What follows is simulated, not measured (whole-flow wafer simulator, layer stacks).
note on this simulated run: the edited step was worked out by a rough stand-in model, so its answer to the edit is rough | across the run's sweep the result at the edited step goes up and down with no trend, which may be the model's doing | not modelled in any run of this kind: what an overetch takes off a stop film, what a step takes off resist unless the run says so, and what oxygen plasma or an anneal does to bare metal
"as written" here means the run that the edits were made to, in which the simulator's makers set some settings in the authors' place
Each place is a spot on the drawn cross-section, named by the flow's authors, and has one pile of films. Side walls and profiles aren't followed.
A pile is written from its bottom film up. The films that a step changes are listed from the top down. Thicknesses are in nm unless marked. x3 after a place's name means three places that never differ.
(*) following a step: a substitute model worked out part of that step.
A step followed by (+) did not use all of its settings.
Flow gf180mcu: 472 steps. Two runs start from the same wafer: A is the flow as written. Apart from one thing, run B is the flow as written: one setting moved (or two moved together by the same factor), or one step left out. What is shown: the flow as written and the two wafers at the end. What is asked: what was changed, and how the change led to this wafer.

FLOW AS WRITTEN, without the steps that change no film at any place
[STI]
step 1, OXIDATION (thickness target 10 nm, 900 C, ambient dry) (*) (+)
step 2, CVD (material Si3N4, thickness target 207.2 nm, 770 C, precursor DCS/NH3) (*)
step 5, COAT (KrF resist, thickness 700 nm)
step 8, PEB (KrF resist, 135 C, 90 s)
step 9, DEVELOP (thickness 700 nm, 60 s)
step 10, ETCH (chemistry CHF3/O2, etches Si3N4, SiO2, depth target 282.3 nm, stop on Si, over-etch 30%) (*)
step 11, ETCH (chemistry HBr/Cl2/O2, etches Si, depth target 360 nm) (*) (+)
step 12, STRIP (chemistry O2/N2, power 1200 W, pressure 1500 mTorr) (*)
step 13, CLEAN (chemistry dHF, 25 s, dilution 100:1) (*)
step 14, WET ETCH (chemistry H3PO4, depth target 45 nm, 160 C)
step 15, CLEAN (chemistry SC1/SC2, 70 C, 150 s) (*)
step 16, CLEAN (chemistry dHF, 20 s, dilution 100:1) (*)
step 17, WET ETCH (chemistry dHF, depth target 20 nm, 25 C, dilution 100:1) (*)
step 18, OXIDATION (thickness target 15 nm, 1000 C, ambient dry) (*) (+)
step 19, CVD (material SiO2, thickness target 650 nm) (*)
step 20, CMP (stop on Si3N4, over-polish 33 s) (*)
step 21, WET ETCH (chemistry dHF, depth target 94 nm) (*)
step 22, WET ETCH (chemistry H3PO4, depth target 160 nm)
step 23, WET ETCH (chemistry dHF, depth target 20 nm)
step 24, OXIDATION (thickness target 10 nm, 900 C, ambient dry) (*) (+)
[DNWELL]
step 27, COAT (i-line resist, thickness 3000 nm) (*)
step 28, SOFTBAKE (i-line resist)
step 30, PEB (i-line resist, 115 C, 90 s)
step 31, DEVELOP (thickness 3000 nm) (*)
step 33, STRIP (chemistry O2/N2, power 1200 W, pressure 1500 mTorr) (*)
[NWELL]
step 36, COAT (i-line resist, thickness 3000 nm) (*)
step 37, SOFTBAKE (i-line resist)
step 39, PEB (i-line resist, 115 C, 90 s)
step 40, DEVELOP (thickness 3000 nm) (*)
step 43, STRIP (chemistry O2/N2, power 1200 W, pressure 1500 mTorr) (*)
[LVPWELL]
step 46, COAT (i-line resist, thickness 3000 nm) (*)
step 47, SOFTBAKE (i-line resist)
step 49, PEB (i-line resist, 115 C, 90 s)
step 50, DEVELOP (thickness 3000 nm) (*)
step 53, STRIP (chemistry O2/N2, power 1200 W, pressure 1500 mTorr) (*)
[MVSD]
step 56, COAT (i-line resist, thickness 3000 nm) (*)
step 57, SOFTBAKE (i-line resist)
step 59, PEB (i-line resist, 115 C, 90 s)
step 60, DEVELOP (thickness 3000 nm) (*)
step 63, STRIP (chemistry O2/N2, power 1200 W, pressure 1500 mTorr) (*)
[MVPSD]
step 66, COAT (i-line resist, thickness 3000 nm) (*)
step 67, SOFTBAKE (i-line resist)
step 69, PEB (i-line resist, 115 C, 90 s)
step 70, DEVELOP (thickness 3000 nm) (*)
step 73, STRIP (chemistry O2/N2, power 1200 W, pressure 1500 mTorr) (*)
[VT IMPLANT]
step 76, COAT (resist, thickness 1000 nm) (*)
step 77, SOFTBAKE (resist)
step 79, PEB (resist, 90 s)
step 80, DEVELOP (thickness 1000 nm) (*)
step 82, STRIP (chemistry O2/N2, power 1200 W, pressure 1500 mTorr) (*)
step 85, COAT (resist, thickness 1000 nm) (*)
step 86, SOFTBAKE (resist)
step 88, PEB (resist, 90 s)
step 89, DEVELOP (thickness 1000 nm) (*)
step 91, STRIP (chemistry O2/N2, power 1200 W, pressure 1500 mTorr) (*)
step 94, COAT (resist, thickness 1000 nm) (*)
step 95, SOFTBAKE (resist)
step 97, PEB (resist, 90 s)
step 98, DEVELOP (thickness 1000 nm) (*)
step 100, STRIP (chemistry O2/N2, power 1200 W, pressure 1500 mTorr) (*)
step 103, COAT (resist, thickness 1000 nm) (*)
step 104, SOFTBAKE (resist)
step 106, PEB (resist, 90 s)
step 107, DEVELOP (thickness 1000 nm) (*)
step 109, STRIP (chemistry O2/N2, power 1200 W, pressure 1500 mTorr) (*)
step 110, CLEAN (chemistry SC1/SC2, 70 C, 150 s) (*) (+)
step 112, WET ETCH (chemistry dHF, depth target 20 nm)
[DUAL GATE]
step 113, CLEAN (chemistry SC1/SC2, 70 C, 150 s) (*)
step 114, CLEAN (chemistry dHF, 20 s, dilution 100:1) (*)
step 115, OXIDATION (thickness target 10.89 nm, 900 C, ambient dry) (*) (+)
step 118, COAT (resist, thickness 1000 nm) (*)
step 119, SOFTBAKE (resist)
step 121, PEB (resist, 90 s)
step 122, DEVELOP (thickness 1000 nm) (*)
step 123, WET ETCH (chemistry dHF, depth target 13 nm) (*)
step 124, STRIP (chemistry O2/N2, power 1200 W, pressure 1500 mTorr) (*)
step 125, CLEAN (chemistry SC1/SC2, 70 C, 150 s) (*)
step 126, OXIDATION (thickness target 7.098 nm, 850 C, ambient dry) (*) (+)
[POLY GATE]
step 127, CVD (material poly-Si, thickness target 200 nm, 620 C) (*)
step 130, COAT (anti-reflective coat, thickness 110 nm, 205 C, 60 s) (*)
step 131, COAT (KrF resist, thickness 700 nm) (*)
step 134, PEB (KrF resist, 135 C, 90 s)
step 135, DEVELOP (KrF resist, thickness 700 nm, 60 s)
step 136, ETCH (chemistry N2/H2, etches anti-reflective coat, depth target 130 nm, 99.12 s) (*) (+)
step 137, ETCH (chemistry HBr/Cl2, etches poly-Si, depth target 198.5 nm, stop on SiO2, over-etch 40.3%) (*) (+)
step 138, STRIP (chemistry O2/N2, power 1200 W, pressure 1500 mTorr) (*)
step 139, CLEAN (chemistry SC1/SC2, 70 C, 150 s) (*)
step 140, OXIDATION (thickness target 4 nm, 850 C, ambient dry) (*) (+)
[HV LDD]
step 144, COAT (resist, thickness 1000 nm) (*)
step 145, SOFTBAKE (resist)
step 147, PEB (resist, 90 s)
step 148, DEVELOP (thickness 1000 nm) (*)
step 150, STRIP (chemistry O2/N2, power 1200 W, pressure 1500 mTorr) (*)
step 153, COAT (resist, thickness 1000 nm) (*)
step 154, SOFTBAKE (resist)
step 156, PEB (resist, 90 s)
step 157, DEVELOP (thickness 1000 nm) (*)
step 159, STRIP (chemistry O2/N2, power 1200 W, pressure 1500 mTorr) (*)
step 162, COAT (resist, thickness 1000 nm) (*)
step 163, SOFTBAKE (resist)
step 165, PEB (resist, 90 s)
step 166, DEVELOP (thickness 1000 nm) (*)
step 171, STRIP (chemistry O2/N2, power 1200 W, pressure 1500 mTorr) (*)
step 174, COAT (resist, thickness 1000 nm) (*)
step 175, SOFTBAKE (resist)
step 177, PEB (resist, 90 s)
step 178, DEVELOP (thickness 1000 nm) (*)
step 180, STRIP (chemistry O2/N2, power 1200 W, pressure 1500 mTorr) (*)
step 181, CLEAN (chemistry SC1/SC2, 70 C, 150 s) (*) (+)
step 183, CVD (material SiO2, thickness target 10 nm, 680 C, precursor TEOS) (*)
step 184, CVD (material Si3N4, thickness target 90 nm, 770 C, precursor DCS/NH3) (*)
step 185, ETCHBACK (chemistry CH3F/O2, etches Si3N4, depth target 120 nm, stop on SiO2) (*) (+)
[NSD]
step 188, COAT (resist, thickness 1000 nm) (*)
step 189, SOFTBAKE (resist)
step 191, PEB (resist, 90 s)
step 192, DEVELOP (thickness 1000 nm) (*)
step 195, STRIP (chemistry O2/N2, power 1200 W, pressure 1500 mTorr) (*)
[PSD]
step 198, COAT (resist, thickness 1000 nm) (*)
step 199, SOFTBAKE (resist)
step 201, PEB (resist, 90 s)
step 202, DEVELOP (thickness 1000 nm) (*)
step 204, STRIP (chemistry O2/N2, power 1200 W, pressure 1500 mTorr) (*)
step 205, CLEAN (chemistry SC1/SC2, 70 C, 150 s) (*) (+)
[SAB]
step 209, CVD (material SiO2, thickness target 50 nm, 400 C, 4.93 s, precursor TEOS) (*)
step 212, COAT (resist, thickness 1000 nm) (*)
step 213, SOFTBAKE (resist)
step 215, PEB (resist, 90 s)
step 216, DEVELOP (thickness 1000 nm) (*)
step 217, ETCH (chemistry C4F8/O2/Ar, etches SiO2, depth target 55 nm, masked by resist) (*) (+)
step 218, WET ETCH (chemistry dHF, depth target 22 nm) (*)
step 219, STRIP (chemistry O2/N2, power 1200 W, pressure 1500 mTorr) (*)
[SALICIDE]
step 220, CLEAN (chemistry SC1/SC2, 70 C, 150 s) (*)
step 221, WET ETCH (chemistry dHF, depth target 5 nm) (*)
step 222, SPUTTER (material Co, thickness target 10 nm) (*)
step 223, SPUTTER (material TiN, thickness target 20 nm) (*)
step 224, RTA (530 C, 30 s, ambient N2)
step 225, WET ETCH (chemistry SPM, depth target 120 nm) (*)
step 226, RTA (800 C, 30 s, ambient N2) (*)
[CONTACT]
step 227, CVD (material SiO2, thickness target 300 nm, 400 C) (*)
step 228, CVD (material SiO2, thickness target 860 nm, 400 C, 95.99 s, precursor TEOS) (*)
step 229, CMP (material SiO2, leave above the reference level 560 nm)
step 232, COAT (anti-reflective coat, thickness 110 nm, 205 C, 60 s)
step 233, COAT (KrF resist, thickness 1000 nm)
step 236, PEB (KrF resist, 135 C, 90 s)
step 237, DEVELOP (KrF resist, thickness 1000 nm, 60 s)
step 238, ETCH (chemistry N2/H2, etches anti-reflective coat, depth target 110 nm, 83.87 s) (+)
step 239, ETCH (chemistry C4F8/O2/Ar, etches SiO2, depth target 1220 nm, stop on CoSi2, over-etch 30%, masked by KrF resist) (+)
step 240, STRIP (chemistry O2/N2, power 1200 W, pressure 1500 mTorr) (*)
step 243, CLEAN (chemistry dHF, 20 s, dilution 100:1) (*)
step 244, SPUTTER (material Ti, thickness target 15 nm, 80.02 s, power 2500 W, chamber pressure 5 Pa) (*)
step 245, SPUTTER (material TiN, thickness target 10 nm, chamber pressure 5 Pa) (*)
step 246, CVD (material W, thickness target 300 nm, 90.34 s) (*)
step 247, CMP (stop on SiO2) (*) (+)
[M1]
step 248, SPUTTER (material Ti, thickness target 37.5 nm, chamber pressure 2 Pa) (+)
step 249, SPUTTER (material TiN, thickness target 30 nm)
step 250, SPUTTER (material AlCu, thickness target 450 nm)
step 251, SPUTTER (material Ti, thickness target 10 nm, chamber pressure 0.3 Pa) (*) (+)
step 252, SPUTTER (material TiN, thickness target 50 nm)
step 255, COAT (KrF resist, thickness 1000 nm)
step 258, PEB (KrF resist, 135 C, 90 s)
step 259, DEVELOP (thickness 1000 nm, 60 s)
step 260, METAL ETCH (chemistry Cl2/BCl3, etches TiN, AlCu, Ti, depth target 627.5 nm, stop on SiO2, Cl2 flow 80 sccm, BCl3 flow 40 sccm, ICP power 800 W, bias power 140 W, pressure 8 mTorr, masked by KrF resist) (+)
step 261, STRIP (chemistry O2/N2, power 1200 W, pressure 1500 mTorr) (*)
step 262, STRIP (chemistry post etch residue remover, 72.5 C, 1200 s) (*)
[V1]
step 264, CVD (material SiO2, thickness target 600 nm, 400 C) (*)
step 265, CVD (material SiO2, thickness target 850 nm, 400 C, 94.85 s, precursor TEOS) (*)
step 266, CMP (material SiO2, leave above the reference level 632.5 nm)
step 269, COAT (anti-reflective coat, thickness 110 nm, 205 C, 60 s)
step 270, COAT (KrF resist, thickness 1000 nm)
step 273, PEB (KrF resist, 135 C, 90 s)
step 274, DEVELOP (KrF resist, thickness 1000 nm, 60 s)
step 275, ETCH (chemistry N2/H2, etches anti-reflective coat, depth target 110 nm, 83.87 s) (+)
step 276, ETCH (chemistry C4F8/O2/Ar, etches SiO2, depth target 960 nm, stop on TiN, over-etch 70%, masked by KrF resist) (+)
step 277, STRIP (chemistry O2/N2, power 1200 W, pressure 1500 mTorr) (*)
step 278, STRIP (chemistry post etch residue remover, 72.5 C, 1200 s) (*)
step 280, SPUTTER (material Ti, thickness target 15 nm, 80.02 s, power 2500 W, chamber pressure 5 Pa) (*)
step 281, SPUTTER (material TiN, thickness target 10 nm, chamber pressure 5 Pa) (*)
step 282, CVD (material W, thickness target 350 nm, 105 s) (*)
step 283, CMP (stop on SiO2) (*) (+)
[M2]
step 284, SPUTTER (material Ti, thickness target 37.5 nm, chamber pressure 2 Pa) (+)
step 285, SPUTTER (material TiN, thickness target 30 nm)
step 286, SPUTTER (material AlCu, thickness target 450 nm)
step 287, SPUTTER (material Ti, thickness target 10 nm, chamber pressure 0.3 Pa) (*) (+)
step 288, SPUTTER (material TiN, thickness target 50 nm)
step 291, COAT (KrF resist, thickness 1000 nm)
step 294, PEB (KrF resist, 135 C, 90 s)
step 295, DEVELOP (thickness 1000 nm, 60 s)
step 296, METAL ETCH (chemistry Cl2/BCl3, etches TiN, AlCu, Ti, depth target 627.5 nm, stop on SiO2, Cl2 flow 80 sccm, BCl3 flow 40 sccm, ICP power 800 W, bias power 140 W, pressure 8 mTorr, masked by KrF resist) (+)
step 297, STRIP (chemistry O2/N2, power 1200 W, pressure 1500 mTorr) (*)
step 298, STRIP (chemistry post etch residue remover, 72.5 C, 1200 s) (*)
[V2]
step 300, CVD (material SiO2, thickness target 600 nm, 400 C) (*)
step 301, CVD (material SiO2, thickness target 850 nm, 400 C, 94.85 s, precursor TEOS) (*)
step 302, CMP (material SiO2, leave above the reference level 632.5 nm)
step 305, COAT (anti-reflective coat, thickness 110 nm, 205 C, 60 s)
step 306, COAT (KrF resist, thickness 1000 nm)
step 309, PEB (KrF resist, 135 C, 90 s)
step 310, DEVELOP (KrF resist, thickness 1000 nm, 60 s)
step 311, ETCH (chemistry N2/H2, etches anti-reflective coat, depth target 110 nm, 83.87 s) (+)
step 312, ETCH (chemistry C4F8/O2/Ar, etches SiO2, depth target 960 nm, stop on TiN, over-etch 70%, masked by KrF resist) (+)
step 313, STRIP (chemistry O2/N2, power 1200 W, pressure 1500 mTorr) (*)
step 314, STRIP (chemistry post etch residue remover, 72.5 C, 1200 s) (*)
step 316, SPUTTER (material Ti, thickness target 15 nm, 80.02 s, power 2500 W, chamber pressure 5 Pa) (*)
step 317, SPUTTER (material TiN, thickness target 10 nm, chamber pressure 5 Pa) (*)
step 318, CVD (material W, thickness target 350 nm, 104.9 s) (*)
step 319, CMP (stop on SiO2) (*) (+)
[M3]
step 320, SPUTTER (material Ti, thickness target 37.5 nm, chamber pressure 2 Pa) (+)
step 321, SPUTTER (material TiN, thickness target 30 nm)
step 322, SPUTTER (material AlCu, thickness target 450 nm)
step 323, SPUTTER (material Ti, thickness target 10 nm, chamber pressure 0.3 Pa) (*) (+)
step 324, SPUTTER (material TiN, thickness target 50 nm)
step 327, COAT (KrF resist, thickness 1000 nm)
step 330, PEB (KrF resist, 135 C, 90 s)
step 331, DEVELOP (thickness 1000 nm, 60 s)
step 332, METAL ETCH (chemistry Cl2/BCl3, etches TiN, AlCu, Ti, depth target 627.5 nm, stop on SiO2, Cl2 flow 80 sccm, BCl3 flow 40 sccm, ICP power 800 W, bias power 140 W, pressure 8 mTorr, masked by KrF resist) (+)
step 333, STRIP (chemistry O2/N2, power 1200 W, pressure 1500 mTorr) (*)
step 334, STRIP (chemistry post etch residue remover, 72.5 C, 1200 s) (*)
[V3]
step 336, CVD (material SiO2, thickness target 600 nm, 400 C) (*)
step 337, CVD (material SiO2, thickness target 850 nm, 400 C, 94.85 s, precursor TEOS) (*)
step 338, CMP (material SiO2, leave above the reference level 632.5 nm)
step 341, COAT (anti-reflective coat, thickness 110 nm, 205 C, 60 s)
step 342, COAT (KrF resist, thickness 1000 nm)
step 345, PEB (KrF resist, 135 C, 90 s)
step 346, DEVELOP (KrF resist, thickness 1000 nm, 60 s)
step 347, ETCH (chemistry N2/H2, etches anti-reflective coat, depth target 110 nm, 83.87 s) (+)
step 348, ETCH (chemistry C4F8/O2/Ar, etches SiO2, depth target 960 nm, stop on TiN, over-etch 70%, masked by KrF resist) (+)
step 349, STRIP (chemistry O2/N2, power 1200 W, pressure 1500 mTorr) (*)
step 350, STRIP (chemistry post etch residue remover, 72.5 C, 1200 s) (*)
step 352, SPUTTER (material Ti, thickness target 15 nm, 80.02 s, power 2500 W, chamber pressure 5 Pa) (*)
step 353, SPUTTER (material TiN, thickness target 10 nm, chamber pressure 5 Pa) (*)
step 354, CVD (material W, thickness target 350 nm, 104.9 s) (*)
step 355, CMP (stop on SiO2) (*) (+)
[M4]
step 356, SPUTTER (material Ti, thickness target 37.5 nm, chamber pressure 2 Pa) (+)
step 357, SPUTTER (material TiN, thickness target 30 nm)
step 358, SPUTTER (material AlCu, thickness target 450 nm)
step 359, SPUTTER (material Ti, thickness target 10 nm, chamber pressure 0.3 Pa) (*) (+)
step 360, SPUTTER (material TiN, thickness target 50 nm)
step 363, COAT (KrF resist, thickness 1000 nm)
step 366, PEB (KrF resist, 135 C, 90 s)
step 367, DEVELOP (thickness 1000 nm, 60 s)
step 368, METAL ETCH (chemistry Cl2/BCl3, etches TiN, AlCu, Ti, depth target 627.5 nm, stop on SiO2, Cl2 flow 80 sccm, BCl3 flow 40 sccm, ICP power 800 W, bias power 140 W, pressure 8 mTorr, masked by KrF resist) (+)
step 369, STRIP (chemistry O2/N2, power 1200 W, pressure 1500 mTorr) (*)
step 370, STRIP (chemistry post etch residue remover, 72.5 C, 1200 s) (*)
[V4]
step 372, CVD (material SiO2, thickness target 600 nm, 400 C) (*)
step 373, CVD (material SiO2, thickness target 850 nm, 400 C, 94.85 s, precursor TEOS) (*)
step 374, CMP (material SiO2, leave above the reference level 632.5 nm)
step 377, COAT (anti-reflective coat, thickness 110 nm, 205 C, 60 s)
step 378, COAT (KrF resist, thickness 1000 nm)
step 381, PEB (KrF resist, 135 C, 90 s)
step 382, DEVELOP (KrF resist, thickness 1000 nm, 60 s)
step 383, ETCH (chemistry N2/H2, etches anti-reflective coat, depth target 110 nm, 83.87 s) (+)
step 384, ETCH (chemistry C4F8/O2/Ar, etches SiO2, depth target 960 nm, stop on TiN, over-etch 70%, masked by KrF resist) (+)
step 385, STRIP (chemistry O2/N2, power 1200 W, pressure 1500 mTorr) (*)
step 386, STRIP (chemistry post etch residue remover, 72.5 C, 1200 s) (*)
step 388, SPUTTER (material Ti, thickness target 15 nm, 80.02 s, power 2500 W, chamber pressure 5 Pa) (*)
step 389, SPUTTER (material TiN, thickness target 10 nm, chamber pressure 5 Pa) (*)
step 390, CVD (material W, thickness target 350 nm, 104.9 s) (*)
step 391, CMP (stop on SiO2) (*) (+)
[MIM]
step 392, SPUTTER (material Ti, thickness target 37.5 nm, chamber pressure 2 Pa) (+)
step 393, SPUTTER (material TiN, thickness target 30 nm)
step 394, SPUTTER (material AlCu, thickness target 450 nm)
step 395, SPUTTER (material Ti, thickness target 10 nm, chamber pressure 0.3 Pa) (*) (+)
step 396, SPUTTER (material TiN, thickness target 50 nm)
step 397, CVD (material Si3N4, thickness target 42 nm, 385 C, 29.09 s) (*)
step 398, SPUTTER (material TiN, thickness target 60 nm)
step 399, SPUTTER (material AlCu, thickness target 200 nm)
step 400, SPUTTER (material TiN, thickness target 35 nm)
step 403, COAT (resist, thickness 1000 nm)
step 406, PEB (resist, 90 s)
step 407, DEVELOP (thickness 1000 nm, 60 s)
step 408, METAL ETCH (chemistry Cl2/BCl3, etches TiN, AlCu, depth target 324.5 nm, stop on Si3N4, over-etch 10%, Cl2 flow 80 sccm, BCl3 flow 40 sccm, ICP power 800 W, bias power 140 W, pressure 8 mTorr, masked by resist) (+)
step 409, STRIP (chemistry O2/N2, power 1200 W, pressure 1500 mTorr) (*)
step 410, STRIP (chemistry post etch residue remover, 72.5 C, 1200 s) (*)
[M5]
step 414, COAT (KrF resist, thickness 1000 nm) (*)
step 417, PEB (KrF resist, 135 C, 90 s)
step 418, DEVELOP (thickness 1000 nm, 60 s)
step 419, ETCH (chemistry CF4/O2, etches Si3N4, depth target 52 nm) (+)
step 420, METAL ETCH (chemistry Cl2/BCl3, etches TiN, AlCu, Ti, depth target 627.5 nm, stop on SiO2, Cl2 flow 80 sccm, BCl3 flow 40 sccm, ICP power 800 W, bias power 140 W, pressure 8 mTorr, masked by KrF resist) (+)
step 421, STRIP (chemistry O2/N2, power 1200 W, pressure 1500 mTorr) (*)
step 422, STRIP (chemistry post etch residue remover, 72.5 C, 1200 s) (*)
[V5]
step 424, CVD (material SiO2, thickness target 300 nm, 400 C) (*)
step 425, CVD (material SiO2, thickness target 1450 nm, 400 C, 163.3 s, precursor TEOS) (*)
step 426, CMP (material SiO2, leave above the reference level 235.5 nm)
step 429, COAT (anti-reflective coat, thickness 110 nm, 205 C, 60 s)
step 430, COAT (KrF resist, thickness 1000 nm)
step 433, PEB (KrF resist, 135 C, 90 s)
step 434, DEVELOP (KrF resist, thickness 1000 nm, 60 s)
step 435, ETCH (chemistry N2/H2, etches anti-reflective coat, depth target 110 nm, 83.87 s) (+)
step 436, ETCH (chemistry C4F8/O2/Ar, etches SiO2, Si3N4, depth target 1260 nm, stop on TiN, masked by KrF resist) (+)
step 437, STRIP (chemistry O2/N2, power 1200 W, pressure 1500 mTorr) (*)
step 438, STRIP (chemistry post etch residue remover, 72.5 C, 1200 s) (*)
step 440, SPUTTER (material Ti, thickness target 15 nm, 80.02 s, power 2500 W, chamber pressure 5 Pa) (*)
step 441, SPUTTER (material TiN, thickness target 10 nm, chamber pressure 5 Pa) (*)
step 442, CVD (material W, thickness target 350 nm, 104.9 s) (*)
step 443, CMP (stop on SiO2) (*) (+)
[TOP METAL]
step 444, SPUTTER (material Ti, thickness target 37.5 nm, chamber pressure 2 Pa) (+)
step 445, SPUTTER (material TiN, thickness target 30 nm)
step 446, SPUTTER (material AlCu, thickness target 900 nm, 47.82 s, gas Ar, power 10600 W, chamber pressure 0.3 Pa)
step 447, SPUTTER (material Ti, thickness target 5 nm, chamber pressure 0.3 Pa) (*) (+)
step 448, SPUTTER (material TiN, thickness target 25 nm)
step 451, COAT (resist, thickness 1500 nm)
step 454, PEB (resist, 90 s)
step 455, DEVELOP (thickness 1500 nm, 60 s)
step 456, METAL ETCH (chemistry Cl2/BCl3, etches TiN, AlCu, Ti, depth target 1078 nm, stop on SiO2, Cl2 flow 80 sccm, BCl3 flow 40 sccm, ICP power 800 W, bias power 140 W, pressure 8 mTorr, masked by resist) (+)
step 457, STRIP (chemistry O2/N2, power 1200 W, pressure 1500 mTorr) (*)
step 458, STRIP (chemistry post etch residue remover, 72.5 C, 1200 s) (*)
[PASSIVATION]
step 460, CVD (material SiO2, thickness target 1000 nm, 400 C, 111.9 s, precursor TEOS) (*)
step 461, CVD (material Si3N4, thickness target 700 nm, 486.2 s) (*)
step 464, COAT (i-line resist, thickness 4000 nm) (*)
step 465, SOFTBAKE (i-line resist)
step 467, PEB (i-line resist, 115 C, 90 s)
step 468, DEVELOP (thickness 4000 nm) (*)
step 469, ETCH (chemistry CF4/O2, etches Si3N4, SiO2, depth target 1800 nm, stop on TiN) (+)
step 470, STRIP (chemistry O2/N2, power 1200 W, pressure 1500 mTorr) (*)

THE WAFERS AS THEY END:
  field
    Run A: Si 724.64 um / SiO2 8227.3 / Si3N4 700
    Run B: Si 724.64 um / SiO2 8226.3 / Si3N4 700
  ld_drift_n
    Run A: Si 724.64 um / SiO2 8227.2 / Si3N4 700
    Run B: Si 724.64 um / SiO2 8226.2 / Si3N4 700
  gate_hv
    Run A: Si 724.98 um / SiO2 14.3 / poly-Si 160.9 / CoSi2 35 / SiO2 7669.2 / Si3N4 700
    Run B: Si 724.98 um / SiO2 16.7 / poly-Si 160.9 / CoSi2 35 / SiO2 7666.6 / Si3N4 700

Cause: step 126, OXIDATION: thickness target 9.937 nm was run, though the flow has thickness target 7.098 nm.

Step by step, how the change led to this:
  step 126, OXIDATION (thickness target 7.098 nm, 850 C, ambient dry) (*) (+)
      gate_hv, active_hv, active_nat and 25 more: A +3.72 SiO2, -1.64 Si | B +6.15 SiO2, -2.71 Si
      active, n_well, p_well and 12 more: A +7.1 SiO2 (new film), -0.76 chemical SiO2 (all of it), -2.79 Si | B +9.94 SiO2 (new film), -0.76 chemical SiO2 (all of it), -4.04 Si
  step 189, SOFTBAKE (resist)
      nw_enc_fld_lv__w3: A +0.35 resist | B -0.5 resist
  step 199, SOFTBAKE (resist)
      nw_enc_fld_lv__w3: A +0.35 resist | B -0.5 resist
  step 218, WET ETCH (chemistry dHF, depth target 22 nm) (*)
      active, p_well, sd_n, iso_ptap_pw, iso_ntap_nw, iso_ptap_sub, vpnp_e: A -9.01 SiO2 (all of it) | B -11.7 SiO2 (all of it)
      ldn_tap, ldn_src, ldn_drn, ldp_tap, ldp_src, ldp_drn, ldp_gr: A -16 SiO2 (all of it) | B -18.3 SiO2 (all of it)
      (and at 9 other places as well)
